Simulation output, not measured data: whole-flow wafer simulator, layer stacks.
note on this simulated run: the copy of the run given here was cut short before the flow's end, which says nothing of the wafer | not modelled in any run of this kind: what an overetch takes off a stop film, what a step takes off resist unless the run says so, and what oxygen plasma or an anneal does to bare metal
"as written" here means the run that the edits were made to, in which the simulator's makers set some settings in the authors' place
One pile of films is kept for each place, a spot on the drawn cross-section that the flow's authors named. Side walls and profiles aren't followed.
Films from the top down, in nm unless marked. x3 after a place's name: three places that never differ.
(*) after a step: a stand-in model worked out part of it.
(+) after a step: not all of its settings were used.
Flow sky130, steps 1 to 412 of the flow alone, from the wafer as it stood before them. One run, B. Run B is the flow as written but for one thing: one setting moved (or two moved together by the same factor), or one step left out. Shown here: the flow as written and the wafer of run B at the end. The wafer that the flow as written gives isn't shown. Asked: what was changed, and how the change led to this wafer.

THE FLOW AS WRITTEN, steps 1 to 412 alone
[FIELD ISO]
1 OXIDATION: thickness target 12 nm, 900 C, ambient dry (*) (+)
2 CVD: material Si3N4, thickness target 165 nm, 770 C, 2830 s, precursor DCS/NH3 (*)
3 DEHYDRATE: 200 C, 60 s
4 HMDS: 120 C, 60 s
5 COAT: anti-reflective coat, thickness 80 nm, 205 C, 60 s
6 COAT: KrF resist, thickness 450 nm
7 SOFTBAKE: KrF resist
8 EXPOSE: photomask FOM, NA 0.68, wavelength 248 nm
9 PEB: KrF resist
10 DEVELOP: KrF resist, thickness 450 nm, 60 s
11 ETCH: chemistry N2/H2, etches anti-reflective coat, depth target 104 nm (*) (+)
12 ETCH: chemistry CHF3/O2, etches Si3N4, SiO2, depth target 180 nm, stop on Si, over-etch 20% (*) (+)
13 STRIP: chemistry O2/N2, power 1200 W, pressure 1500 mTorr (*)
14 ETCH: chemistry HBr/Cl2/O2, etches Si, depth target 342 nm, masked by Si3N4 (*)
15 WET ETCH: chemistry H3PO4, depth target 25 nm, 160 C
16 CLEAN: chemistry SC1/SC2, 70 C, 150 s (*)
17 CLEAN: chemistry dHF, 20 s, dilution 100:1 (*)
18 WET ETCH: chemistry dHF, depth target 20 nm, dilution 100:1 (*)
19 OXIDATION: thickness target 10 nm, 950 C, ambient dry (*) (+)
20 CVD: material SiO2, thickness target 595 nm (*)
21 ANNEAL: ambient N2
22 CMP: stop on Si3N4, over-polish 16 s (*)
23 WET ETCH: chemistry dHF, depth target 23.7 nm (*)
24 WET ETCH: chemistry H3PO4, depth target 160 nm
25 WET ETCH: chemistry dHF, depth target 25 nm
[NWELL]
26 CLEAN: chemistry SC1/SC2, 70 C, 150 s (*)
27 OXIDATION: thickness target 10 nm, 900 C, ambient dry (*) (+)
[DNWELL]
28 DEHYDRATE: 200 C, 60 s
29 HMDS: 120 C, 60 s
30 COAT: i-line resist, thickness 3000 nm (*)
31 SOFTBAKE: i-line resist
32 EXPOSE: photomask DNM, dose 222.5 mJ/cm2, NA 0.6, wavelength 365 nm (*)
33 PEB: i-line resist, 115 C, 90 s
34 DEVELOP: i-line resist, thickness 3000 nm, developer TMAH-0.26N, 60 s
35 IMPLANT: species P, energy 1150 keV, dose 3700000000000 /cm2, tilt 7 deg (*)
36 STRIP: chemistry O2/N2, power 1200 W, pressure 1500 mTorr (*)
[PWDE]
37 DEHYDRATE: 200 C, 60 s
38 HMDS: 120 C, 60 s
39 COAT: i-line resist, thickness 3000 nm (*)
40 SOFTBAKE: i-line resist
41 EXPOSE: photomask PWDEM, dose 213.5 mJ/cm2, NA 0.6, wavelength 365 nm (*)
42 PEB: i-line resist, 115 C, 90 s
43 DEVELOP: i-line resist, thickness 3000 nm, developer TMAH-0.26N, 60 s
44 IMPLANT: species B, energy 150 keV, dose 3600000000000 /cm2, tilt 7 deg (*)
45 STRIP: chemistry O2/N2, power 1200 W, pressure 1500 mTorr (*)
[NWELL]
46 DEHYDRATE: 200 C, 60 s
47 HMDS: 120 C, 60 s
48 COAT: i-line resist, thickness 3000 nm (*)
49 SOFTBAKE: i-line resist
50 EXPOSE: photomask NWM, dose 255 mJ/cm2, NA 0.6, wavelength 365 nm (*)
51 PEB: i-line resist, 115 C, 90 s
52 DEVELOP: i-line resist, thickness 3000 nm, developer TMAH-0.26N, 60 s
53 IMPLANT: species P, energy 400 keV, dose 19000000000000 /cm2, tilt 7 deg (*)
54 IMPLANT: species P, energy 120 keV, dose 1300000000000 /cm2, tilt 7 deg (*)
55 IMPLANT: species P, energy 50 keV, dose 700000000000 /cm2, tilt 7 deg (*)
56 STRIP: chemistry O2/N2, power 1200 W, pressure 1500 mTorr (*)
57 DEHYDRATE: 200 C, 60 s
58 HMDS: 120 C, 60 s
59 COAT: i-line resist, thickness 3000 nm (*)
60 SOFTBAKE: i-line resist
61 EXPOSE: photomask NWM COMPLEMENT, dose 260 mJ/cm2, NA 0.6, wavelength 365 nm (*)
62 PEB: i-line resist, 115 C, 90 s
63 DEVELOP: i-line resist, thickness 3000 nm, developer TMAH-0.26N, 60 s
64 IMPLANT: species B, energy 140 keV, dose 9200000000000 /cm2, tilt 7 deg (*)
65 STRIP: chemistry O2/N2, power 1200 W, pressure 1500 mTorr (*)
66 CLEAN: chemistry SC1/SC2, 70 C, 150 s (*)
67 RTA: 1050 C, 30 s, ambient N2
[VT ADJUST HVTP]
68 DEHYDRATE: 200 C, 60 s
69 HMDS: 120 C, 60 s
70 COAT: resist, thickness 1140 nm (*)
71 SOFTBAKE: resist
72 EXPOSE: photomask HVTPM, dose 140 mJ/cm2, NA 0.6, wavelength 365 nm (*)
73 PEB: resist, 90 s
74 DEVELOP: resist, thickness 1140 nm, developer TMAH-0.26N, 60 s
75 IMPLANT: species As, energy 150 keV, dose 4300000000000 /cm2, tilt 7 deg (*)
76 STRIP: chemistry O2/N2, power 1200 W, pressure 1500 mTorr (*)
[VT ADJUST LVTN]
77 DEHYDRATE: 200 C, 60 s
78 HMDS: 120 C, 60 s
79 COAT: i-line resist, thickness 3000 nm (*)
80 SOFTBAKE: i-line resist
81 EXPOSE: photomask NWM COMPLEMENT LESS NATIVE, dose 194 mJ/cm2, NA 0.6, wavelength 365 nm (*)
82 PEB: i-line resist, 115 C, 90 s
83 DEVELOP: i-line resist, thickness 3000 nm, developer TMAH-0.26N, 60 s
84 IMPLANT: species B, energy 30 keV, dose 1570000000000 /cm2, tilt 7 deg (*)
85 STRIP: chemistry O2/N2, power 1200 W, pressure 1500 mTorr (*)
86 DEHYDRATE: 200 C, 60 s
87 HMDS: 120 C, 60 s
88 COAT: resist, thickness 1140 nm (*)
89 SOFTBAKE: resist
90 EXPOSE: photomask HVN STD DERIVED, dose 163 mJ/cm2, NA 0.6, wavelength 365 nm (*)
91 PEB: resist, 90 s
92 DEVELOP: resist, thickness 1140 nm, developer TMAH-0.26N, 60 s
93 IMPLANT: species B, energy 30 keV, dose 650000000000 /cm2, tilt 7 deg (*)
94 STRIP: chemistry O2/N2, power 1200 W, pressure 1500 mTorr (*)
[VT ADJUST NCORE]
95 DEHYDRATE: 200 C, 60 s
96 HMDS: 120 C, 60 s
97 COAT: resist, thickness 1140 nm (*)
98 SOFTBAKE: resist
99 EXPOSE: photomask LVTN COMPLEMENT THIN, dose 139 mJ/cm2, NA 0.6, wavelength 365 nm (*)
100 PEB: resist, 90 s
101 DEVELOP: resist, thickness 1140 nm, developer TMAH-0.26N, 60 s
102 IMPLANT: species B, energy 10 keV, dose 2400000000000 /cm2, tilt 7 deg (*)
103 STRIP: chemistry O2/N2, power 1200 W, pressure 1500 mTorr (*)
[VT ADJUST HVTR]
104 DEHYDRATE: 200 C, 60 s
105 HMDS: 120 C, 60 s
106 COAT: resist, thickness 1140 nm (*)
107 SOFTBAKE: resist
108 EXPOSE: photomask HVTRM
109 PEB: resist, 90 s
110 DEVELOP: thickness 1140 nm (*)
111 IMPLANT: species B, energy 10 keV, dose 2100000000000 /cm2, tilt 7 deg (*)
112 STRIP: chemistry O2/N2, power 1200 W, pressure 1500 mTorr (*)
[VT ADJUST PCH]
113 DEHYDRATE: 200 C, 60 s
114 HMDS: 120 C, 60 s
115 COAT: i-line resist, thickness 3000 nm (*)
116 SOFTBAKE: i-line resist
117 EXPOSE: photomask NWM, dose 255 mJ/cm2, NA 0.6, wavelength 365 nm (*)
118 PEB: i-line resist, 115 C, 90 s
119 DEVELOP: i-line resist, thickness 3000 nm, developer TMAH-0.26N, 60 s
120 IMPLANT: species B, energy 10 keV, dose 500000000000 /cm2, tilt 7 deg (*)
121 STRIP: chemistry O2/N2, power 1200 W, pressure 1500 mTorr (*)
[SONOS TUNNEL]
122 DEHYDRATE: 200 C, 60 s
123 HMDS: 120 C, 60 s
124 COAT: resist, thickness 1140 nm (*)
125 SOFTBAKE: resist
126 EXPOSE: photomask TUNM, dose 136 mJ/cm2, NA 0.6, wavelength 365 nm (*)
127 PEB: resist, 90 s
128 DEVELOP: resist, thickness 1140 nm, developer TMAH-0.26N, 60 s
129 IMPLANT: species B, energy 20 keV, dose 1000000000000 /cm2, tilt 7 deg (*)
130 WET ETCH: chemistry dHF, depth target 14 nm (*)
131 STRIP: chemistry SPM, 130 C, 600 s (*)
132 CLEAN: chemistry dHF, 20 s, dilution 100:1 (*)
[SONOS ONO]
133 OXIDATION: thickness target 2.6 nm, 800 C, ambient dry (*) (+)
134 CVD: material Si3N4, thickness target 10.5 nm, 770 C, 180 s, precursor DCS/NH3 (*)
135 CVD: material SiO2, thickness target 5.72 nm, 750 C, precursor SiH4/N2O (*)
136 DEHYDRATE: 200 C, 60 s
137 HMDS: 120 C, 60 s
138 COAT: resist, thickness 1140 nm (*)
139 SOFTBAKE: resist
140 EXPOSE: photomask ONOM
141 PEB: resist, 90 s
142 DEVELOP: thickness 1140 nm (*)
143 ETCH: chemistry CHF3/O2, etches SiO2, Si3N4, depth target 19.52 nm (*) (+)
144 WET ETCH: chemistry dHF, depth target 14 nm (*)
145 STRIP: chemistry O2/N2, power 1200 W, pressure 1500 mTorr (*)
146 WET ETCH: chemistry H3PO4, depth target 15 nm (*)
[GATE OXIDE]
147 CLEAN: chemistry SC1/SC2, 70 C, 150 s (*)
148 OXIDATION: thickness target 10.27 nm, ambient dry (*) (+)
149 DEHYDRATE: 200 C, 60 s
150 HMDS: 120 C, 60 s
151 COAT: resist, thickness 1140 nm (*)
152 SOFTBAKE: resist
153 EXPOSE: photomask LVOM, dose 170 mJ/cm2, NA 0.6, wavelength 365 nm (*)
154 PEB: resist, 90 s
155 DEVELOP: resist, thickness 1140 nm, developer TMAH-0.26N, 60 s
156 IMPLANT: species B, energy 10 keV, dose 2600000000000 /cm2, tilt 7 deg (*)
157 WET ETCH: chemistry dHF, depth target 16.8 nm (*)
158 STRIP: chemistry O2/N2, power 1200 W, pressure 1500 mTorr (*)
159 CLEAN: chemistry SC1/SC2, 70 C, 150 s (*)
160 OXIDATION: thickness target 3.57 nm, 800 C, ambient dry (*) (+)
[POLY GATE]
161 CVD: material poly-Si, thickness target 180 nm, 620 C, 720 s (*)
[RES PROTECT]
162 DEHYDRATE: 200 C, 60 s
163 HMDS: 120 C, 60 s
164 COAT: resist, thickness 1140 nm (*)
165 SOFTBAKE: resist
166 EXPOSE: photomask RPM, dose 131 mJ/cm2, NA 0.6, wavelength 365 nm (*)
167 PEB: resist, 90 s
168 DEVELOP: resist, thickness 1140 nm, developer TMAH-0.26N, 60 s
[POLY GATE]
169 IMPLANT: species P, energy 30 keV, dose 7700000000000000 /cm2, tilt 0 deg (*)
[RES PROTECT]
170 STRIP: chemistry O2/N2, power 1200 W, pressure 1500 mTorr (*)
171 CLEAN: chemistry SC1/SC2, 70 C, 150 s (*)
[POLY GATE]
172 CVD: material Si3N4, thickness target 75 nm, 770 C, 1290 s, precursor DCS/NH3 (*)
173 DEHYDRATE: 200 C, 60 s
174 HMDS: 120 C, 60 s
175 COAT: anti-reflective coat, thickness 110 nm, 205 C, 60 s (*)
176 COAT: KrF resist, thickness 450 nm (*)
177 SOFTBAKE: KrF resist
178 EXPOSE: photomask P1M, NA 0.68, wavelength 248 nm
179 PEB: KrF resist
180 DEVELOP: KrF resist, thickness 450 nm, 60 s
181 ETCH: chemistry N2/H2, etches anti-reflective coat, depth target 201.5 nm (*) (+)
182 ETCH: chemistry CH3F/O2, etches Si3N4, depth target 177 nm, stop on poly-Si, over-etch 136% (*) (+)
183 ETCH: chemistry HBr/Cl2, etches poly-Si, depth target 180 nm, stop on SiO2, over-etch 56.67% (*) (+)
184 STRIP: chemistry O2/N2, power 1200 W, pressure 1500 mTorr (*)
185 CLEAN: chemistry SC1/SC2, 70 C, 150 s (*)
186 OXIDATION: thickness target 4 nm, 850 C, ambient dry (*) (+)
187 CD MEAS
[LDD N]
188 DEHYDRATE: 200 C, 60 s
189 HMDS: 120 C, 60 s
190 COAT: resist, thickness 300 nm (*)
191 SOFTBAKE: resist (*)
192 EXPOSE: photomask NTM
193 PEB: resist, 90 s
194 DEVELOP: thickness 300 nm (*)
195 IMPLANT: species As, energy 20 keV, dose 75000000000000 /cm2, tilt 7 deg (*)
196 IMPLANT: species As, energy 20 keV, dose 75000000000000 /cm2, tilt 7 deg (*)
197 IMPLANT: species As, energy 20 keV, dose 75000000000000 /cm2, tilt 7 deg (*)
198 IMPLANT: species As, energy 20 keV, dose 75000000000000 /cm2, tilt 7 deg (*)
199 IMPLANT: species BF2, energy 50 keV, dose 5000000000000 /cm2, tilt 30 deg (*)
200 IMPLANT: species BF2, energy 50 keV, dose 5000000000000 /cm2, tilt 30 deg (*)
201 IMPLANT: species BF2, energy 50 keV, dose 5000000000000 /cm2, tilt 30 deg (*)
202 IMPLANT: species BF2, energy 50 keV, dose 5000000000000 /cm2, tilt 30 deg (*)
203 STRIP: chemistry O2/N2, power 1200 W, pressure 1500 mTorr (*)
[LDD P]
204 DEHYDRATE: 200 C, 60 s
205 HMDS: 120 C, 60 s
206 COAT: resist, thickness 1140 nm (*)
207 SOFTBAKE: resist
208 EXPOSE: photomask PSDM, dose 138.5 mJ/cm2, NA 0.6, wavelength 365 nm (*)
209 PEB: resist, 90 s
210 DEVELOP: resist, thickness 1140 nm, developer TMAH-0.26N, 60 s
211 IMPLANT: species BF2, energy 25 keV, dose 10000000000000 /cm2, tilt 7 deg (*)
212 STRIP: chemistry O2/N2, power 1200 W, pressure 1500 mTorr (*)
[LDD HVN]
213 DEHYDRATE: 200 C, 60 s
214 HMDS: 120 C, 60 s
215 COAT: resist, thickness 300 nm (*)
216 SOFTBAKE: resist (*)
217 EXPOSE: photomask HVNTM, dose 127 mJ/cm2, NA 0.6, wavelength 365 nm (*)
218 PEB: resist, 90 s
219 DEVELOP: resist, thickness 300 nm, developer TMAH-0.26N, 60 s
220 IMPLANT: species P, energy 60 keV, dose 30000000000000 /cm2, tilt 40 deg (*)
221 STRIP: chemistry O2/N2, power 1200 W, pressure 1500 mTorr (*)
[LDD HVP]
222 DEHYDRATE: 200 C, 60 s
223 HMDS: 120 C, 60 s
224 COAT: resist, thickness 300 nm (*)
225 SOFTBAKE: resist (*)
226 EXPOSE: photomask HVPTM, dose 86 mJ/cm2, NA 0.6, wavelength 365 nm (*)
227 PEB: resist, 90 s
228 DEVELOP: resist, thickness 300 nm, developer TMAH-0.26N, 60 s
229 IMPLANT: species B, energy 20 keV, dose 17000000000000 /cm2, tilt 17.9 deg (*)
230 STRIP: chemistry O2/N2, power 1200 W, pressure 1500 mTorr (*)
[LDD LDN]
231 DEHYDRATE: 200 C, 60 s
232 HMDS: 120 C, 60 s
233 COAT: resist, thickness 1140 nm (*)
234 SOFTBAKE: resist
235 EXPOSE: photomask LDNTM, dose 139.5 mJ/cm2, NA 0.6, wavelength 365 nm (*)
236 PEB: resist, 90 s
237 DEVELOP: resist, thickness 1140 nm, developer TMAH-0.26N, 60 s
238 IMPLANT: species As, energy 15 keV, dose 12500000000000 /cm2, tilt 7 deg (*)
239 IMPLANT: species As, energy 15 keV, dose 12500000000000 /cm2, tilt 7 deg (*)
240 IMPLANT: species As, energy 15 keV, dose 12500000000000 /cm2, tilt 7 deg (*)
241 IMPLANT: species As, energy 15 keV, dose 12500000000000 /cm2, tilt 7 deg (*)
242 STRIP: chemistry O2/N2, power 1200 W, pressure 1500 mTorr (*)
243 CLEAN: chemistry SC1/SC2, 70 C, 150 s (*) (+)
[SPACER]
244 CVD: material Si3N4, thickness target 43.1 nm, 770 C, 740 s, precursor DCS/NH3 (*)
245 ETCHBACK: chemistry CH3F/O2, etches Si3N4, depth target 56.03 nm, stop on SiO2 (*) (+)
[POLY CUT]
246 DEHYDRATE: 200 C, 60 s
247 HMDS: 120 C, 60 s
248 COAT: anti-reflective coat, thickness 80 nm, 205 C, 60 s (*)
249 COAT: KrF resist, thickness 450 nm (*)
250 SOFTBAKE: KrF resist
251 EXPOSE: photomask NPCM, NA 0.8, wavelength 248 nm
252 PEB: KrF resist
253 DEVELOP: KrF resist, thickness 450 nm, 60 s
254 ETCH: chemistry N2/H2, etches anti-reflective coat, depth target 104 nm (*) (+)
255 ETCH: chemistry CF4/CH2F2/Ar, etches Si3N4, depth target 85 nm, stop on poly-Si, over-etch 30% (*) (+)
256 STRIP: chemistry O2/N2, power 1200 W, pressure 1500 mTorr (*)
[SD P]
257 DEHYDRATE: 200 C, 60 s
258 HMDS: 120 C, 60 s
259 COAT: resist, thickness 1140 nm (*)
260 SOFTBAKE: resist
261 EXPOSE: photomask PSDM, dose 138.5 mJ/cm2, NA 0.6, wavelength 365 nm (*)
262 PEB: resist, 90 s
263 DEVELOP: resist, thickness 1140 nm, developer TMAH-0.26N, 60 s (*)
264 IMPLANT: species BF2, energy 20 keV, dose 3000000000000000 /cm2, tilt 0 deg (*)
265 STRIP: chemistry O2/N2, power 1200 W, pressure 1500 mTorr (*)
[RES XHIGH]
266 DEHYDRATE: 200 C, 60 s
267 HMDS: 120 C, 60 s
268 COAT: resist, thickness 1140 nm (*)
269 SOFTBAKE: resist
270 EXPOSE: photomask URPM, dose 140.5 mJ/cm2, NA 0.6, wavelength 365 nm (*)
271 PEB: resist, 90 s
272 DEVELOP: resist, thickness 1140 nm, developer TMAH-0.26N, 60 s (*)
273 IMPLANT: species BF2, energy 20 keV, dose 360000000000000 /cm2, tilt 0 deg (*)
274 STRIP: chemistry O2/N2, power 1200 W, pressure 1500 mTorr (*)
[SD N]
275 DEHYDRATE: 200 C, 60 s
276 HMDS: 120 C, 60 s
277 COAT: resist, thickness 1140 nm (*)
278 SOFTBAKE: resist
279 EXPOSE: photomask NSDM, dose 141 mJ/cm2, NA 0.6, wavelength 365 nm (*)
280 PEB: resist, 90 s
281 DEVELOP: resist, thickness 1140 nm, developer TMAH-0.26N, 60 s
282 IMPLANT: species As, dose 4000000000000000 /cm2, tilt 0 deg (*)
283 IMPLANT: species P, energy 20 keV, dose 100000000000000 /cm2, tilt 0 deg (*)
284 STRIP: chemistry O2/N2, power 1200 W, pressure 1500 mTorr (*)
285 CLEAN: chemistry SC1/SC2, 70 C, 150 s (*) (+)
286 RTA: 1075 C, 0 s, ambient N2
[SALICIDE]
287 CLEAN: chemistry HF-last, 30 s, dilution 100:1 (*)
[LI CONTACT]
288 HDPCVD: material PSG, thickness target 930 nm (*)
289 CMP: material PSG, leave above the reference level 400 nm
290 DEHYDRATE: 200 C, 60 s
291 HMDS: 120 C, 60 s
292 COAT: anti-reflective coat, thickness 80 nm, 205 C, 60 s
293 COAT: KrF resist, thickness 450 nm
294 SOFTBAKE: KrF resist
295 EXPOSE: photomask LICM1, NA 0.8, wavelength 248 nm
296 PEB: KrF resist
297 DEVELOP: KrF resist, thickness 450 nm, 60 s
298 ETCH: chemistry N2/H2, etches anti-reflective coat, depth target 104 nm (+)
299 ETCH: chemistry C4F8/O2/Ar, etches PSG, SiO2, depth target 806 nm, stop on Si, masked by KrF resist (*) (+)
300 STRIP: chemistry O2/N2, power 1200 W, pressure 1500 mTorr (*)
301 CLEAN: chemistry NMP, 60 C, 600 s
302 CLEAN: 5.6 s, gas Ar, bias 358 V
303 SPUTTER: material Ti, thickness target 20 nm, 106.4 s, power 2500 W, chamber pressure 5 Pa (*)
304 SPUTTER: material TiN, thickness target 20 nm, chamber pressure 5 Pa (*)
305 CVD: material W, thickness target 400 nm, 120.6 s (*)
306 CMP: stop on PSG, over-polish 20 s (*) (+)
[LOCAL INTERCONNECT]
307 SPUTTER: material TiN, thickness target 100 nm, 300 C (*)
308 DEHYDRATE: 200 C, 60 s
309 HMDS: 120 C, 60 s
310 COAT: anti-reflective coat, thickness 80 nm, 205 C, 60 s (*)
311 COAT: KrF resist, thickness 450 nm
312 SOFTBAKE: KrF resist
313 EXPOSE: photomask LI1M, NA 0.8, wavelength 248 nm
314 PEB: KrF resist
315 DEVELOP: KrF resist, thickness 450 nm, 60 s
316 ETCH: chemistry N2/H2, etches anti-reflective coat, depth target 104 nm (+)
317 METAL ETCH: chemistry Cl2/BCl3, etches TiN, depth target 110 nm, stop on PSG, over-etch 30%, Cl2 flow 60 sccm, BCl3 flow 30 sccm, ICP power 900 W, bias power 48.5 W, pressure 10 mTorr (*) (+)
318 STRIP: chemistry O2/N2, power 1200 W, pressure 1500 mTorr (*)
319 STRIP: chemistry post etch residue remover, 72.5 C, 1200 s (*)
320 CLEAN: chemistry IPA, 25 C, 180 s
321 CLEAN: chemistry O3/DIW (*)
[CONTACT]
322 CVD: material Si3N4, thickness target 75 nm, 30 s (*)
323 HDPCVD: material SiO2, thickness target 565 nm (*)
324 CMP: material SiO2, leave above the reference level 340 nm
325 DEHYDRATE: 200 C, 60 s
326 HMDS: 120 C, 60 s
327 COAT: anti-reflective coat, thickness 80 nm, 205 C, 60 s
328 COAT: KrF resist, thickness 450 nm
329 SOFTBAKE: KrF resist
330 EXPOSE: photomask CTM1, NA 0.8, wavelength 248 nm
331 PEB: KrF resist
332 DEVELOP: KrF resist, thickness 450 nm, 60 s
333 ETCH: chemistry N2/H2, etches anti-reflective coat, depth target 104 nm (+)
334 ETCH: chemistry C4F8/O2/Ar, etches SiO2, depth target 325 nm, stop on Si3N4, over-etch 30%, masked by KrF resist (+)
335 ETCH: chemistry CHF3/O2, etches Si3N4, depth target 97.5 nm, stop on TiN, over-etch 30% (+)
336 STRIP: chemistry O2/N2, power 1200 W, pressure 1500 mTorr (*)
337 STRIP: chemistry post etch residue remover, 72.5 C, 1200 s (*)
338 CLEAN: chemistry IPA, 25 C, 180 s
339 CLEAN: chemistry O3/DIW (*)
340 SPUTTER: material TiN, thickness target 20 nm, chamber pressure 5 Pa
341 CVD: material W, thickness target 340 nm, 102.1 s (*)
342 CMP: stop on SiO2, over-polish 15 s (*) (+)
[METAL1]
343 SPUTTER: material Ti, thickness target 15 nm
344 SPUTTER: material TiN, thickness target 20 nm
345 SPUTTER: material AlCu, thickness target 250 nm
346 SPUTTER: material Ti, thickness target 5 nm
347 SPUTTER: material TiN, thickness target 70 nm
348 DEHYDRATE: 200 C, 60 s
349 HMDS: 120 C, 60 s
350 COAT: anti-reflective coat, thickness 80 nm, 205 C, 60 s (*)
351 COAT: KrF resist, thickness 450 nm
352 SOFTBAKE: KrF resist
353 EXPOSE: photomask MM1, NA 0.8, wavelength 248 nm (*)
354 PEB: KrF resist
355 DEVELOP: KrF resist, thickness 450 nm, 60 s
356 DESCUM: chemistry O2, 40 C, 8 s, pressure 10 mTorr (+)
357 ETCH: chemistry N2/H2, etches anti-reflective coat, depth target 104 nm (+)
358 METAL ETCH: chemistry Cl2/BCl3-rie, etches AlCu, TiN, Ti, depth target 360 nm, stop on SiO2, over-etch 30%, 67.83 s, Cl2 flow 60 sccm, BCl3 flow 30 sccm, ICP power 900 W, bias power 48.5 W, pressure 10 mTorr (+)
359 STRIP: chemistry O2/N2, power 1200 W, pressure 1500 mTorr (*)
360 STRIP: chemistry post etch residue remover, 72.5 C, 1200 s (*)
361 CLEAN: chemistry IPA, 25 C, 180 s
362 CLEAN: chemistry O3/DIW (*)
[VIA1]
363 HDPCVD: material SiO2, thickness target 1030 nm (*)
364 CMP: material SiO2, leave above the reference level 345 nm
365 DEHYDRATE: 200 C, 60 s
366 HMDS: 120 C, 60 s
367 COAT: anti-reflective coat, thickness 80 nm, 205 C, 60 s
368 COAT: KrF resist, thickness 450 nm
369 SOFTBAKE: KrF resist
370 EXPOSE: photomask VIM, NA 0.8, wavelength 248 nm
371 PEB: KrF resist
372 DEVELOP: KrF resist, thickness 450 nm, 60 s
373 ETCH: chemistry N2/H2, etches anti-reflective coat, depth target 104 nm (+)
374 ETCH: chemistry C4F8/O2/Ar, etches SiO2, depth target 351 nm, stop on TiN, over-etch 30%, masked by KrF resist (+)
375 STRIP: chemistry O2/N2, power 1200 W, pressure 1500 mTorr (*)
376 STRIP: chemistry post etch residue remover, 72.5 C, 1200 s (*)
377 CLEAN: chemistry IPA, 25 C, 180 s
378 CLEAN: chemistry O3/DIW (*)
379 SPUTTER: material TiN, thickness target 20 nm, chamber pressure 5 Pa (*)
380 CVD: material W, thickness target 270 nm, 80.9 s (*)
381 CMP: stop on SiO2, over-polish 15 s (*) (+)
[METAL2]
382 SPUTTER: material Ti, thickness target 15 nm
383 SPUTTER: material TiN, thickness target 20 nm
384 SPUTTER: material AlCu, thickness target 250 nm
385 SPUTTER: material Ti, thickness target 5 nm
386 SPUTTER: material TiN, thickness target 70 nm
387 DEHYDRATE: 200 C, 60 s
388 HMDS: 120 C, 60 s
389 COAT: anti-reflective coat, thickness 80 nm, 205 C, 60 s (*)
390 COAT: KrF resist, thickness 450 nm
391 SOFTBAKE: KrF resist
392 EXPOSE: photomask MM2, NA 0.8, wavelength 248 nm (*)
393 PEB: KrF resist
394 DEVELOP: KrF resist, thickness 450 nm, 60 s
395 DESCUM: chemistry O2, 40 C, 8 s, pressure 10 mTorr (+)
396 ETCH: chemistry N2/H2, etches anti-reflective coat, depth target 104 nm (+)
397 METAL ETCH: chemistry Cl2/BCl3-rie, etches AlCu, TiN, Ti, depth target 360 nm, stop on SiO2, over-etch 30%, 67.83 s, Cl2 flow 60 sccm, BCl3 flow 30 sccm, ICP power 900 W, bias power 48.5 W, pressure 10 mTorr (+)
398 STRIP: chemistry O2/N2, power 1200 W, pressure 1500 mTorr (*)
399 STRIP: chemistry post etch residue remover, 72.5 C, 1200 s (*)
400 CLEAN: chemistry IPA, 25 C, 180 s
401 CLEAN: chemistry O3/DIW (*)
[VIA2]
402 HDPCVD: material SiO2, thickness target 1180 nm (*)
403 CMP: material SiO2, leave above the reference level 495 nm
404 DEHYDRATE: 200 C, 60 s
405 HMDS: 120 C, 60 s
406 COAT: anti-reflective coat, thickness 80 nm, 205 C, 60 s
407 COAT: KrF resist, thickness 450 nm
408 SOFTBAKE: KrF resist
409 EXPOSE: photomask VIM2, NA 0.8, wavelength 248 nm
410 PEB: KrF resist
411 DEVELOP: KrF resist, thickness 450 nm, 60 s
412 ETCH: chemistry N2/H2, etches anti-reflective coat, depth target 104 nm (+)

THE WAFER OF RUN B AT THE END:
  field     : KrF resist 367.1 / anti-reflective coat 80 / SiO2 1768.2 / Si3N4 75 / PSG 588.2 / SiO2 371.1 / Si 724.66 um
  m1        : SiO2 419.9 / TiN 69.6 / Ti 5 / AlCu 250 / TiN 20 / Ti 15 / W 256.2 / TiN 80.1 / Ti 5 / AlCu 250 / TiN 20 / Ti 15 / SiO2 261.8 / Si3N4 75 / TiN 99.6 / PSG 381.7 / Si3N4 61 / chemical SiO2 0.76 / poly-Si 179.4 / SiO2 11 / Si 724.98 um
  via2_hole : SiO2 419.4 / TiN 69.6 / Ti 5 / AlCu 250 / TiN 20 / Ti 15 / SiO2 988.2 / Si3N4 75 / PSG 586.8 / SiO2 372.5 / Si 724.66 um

The cause: step 412, ETCH: depth target 119 nm was run, where the flow has depth target 104 nm.

How the change led to this, step by step:
  412 ETCH: chemistry N2/H2, etches anti-reflective coat, depth target 104 nm (+)
      field, active, n_well and 186 more: KrF resist -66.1 (as written it would be: KrF resist -57.8)
